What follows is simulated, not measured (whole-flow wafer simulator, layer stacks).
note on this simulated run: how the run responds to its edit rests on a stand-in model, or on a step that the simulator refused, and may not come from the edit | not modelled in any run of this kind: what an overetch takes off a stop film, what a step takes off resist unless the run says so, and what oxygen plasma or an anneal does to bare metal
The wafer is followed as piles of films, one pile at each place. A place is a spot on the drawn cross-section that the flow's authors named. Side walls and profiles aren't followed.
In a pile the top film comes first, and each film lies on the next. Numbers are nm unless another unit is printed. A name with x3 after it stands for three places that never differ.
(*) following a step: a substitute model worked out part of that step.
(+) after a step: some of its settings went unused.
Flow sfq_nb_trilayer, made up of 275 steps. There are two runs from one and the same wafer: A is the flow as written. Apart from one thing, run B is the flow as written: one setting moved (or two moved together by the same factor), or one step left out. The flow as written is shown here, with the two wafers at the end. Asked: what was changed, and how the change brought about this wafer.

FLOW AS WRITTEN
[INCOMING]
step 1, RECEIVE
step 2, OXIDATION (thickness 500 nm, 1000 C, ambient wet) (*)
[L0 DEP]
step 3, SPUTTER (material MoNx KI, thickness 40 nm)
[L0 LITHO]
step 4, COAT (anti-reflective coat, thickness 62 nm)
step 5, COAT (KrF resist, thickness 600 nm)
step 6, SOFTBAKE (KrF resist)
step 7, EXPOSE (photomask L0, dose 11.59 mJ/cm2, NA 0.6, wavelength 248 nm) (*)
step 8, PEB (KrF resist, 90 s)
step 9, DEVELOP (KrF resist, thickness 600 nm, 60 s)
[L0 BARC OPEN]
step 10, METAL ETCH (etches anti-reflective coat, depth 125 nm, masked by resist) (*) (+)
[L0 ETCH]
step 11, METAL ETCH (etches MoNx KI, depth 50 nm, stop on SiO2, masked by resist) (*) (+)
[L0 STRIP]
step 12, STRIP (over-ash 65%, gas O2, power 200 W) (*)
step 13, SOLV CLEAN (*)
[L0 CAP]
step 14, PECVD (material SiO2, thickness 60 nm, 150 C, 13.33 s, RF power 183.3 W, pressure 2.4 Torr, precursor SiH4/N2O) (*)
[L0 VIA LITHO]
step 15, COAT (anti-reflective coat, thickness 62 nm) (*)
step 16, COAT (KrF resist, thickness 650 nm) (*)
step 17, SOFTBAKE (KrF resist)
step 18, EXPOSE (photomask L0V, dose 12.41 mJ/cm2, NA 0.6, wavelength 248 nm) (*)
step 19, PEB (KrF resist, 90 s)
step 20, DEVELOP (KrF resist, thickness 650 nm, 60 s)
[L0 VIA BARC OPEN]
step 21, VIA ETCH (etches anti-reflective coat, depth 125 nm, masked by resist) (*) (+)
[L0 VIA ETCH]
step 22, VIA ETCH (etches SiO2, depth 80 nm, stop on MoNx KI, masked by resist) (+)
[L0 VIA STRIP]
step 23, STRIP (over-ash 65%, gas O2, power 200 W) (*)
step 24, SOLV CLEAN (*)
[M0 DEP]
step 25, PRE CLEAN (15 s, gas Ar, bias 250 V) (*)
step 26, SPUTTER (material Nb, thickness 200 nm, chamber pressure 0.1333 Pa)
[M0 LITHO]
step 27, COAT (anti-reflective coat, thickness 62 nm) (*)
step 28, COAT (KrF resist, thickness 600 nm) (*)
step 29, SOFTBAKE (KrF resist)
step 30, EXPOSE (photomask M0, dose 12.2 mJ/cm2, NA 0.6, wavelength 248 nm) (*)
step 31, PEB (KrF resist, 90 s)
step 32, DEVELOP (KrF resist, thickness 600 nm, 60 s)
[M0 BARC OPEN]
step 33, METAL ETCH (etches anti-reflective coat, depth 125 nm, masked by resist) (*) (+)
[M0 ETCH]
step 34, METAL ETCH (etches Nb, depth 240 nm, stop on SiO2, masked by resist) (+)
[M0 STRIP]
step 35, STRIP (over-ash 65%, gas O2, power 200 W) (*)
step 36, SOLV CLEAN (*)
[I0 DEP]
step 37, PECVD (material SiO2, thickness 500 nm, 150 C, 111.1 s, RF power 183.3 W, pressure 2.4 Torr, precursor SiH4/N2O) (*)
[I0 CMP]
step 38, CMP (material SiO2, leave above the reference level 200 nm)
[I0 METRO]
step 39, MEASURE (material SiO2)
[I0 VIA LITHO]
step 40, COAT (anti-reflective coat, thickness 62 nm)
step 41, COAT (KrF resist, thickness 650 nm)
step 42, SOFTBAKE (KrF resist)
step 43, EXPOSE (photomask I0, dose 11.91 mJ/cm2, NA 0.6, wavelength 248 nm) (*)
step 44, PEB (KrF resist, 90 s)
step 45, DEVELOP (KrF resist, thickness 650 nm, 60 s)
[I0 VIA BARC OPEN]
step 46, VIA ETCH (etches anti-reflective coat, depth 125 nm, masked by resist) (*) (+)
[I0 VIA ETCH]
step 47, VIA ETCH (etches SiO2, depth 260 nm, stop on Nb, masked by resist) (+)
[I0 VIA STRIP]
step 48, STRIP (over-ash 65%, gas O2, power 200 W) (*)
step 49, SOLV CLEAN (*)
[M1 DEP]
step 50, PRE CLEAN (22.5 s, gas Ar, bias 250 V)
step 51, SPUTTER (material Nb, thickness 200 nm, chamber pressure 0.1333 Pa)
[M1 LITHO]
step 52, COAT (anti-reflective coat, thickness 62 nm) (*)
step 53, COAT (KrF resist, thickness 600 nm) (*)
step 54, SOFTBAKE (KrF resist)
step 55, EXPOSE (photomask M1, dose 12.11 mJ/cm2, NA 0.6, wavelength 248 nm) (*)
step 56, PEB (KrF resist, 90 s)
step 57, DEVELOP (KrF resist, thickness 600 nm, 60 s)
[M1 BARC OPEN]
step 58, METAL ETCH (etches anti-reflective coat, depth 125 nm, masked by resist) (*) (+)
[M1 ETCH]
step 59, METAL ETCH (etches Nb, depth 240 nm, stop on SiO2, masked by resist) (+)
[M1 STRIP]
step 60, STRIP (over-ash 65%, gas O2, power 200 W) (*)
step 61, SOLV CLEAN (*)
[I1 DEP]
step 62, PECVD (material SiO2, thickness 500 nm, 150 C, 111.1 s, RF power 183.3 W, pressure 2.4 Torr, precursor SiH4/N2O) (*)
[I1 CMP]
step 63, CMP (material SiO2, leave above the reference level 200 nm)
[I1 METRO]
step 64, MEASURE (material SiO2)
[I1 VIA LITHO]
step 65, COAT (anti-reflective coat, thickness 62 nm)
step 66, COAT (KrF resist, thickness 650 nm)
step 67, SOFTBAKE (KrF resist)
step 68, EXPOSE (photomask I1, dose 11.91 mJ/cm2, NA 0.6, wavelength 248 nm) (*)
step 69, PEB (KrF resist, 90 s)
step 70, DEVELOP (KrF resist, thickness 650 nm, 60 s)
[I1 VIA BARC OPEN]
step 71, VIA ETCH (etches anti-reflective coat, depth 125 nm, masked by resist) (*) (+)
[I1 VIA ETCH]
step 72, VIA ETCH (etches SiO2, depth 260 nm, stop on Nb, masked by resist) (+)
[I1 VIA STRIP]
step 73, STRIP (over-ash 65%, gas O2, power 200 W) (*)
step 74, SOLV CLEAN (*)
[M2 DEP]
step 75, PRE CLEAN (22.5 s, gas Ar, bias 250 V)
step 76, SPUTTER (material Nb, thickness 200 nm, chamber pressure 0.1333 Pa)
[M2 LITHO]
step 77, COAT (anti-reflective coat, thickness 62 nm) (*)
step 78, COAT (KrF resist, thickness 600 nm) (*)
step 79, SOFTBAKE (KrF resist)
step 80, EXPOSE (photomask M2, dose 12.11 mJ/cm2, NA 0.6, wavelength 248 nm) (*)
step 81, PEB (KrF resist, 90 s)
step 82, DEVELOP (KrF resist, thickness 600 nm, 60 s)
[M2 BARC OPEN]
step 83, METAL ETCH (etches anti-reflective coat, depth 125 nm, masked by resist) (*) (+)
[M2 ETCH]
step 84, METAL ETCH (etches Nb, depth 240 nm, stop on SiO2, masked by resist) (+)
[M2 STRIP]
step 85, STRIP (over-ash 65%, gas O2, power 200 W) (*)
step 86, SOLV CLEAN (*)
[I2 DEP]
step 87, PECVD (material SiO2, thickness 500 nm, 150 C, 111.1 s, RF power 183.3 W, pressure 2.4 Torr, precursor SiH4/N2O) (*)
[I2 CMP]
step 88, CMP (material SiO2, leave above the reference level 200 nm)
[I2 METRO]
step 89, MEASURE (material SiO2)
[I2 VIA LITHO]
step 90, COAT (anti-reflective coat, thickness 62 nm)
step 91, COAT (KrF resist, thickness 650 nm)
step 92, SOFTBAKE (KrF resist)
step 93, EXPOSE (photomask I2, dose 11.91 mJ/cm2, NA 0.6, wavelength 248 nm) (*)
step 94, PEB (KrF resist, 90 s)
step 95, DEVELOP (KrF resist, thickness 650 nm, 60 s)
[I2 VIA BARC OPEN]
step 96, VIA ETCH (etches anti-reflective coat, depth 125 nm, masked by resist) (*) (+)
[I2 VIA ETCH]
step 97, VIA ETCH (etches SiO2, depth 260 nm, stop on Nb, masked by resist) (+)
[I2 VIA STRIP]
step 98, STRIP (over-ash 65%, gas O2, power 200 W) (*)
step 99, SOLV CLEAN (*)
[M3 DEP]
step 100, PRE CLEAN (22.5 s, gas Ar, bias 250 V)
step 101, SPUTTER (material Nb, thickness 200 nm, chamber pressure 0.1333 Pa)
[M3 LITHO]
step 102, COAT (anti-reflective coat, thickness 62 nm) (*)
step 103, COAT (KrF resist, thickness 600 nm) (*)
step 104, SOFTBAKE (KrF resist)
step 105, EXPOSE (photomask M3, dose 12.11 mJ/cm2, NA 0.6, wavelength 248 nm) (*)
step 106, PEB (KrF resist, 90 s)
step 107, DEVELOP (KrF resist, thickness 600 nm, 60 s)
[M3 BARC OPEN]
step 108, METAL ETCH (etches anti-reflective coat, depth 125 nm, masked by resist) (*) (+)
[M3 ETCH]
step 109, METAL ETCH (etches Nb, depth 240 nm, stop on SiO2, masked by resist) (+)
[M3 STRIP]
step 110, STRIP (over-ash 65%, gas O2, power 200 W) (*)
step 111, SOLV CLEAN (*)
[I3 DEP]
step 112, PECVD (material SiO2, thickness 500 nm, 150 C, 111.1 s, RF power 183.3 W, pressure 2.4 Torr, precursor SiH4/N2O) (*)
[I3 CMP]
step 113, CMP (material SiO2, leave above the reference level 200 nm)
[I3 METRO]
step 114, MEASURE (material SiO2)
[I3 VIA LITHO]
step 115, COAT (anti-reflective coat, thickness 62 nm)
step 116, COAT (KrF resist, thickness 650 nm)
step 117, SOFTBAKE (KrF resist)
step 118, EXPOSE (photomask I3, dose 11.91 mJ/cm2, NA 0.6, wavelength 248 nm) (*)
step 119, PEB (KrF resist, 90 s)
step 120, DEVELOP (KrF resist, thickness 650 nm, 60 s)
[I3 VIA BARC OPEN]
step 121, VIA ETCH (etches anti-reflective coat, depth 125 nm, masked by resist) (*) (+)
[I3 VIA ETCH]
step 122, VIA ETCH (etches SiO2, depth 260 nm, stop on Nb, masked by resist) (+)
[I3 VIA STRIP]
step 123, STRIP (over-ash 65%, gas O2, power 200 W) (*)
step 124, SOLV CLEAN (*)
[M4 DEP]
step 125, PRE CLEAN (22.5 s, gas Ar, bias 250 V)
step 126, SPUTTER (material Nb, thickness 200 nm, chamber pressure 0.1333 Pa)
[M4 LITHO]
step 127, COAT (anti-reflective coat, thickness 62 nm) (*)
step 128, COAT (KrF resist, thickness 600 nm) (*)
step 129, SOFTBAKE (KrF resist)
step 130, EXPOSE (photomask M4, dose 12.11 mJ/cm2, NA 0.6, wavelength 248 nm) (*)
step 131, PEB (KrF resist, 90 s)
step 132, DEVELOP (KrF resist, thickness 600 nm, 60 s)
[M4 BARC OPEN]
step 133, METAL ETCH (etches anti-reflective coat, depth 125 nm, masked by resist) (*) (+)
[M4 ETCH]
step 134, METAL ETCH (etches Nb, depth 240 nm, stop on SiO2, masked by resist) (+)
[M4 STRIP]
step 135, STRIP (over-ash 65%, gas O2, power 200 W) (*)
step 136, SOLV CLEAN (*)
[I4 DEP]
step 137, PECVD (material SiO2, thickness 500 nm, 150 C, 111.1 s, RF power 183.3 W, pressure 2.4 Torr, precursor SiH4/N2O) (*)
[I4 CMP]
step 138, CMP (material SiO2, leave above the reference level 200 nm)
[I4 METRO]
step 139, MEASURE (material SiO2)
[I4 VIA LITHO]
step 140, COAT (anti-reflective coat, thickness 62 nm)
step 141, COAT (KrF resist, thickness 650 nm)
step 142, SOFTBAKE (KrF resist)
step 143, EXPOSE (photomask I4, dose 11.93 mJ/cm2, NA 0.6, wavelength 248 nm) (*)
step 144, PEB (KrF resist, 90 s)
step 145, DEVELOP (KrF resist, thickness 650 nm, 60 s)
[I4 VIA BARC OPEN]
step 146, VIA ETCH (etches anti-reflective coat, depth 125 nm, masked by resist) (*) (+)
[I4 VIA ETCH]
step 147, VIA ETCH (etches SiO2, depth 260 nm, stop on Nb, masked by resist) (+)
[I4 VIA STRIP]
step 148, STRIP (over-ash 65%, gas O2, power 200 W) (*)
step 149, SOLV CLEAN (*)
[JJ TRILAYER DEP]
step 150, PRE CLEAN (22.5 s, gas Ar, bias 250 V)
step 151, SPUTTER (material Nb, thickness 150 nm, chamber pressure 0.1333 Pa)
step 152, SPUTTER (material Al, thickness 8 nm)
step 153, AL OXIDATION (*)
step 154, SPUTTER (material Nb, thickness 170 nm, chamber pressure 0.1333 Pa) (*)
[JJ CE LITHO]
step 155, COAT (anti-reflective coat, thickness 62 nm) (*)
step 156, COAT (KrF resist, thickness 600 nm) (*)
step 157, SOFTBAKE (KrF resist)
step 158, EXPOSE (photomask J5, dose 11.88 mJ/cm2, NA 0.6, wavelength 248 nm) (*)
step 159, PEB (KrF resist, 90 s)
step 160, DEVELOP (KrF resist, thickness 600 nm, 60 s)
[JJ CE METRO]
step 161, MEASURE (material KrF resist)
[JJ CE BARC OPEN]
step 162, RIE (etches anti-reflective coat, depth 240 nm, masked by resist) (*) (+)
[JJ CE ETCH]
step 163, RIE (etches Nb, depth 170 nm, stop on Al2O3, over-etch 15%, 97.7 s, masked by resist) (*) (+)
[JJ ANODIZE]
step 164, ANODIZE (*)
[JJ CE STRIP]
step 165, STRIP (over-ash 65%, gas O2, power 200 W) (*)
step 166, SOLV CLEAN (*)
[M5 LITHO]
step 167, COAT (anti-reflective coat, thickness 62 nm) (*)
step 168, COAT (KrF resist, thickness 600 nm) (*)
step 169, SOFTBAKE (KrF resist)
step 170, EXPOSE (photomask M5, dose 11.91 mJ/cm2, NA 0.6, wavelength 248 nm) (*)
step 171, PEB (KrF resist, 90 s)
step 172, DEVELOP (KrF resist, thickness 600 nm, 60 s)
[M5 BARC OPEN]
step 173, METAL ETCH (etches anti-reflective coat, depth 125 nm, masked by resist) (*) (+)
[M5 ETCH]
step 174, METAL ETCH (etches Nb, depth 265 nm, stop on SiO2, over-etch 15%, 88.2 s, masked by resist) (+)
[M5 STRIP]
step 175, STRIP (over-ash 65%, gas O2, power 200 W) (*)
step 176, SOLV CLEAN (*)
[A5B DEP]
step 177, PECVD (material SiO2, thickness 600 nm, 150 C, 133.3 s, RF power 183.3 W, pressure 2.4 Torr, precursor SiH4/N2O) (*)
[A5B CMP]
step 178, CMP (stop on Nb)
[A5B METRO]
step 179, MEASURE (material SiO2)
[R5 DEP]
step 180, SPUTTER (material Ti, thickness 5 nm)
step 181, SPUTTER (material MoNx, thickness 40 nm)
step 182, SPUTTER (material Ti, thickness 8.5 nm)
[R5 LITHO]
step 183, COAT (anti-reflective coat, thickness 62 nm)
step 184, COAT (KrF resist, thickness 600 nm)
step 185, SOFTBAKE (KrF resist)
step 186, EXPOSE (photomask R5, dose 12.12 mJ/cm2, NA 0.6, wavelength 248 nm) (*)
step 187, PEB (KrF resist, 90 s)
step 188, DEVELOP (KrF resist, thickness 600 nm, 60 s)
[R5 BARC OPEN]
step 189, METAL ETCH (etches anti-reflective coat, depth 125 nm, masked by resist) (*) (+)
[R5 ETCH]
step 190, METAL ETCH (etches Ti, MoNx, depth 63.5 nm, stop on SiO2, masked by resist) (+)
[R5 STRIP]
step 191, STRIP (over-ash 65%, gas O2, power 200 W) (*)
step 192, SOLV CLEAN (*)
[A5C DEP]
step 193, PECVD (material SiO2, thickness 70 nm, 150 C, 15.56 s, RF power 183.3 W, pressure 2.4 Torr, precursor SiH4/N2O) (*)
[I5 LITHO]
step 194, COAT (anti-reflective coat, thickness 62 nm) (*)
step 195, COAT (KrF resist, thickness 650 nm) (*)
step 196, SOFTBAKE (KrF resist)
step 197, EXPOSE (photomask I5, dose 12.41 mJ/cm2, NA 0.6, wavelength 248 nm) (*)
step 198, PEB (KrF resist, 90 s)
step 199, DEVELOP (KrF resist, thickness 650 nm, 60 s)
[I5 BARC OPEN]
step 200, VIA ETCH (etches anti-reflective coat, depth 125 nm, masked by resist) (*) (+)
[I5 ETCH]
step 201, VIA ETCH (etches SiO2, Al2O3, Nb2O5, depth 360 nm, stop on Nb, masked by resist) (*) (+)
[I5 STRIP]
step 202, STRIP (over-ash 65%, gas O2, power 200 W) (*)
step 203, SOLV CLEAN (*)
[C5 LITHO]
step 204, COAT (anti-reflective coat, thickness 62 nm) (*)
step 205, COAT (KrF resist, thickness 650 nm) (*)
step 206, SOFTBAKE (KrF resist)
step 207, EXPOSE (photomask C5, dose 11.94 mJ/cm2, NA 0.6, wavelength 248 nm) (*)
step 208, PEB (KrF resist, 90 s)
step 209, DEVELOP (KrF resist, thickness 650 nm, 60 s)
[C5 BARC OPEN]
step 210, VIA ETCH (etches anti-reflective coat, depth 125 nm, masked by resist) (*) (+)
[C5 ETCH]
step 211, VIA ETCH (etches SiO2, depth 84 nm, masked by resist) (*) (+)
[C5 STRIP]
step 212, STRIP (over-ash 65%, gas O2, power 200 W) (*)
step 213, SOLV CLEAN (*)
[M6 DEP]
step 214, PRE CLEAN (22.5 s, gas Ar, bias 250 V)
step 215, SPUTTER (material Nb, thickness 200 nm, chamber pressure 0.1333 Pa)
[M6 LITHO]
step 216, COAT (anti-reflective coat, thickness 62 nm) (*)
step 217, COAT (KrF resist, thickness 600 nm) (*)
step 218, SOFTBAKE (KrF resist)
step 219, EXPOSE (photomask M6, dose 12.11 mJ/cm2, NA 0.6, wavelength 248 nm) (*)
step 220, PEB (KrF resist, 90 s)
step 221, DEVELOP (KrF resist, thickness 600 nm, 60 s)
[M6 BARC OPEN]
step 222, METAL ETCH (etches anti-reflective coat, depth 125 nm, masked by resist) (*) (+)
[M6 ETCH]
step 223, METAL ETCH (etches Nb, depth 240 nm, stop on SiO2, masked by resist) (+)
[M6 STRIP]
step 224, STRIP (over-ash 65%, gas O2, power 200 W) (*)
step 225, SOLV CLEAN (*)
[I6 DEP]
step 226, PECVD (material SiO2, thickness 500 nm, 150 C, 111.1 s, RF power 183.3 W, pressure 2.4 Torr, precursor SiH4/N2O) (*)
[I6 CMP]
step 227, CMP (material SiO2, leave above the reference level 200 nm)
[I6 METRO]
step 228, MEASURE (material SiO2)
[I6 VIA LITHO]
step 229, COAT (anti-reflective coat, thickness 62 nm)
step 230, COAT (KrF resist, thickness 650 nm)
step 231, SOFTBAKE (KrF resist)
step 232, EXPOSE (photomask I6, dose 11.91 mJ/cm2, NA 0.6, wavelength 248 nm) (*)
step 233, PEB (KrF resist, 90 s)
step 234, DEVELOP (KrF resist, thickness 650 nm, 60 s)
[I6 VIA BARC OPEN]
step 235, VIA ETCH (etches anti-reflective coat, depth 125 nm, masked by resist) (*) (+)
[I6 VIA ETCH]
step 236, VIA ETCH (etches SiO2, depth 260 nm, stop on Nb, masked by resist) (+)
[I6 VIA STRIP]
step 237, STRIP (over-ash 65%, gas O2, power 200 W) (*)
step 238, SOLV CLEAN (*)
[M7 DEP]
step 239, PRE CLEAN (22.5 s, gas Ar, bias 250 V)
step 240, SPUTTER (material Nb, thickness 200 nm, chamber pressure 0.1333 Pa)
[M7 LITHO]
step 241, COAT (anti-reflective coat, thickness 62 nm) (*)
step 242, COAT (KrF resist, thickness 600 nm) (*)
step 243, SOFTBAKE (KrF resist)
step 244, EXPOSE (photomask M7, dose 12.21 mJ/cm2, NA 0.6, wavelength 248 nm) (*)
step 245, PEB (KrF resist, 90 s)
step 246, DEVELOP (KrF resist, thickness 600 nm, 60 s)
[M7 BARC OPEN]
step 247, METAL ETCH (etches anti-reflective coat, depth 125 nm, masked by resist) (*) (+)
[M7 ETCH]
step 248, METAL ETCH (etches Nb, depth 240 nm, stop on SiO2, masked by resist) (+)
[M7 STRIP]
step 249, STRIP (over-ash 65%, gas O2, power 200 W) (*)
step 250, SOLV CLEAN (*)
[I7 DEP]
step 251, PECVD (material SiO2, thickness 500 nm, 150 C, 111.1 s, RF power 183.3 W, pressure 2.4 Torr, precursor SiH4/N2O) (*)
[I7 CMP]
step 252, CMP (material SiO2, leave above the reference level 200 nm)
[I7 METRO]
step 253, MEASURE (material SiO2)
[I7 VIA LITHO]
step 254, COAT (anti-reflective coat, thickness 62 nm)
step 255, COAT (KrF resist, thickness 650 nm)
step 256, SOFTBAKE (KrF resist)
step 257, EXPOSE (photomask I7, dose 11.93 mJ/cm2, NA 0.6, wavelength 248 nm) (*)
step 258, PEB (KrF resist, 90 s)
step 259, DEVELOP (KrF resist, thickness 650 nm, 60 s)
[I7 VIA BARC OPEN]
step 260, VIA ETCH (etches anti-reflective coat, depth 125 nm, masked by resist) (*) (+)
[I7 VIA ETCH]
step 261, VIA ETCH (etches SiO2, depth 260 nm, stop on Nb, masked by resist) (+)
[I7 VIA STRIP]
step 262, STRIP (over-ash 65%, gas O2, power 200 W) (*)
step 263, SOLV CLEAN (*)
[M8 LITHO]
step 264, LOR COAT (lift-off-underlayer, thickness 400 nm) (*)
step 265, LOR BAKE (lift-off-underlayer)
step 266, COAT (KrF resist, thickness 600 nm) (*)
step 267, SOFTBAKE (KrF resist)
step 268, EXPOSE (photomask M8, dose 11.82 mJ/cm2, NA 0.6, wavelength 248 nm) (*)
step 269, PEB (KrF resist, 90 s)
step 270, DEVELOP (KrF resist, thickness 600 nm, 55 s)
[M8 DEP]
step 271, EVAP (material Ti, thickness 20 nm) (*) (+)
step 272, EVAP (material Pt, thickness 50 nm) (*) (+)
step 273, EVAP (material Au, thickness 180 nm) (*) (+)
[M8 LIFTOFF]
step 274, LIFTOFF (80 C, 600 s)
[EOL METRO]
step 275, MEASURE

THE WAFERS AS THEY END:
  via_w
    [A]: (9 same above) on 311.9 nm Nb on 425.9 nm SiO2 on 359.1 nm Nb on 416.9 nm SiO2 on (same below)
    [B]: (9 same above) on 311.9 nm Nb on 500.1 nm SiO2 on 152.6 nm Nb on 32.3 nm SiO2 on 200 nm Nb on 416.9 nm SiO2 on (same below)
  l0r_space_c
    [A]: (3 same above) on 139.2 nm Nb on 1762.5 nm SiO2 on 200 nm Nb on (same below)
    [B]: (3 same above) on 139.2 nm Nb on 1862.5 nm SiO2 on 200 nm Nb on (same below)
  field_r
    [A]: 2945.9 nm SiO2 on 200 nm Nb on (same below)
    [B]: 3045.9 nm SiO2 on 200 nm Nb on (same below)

Cause: step 88, CMP: leave above the reference level 300 nm was run, while the flow as written has leave above the reference level 200 nm.

How this came from the change, step by step:
  step 88, CMP (material SiO2, leave above the reference level 200 nm)
      field_l, be, be_sur and 81 more: A -100 SiO2 | B nothing
      v_sur, via_wl, via_w and 18 more: A -300 SiO2 | B -200 SiO2
      (and at 1 other place as well)
  step 97, VIA ETCH (etches SiO2, depth 260 nm, stop on Nb, masked by resist) (+)
      via_w: A -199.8 SiO2 (all of it) | B -260 SiO2
  step 100, PRE CLEAN (22.5 s, gas Ar, bias 250 V)
      via_w: A -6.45 Nb | B -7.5 SiO2
  step 101, SPUTTER (material Nb, thickness 200 nm, chamber pressure 0.1333 Pa)
      via_w: A +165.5 Nb | B +152.6 Nb (new film)
  step 102, COAT (anti-reflective coat, thickness 62 nm) (*)
      via_wl, via_wr: A +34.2 anti-reflective coat (new film) | B +23 anti-reflective coat (new film)
      v_sur: A +61.1 anti-reflective coat (new film) | B +55.7 anti-reflective coat (new film)
      (and at 2 other places as well)
  step 103, COAT (KrF resist, thickness 600 nm) (*)
      via_w: A +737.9 KrF resist (new film) | B +794 KrF resist (new film)
  step 110, STRIP (over-ash 65%, gas O2, power 200 W) (*)
      v_sur: A -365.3 KrF resist (all of it), -61.1 anti-reflective coat (all of it) | B -362.3 KrF resist (all of it), -55.7 anti-reflective coat (all of it)
      via_wl: A -384.2 KrF resist (all of it), -34.2 anti-reflective coat (all of it) | B -383.9 KrF resist (all of it), -23 anti-reflective coat (all of it)
      (and at 3 other places as well)
  step 112, PECVD (material SiO2, thickness 500 nm, 150 C, 111.1 s, RF power 183.3 W, pressure 2.4 Torr, precursor SiH4/N2O) (*)
      via_w: A +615 SiO2 (new film) | B +664.6 SiO2 (new film)
  step 113, CMP (material SiO2, leave above the reference level 200 nm)
      via_w: A -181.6 SiO2 | B -157.1 SiO2
Taking metal films that touch as one body, via_w has 6 bodies (between them, from the top down: SiO2 192.5; SiO2 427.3 / Al2O3 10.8 / Nb2O5 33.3; SiO2 500.1; SiO2 32.3; SiO2 416.9); the flow as written gives 5 bodies (between them, from the top down: SiO2 192.5; SiO2 427.3 / Al2O3 10.8 / Nb2O5 33.3; SiO2 425.9; SiO2 416.9).
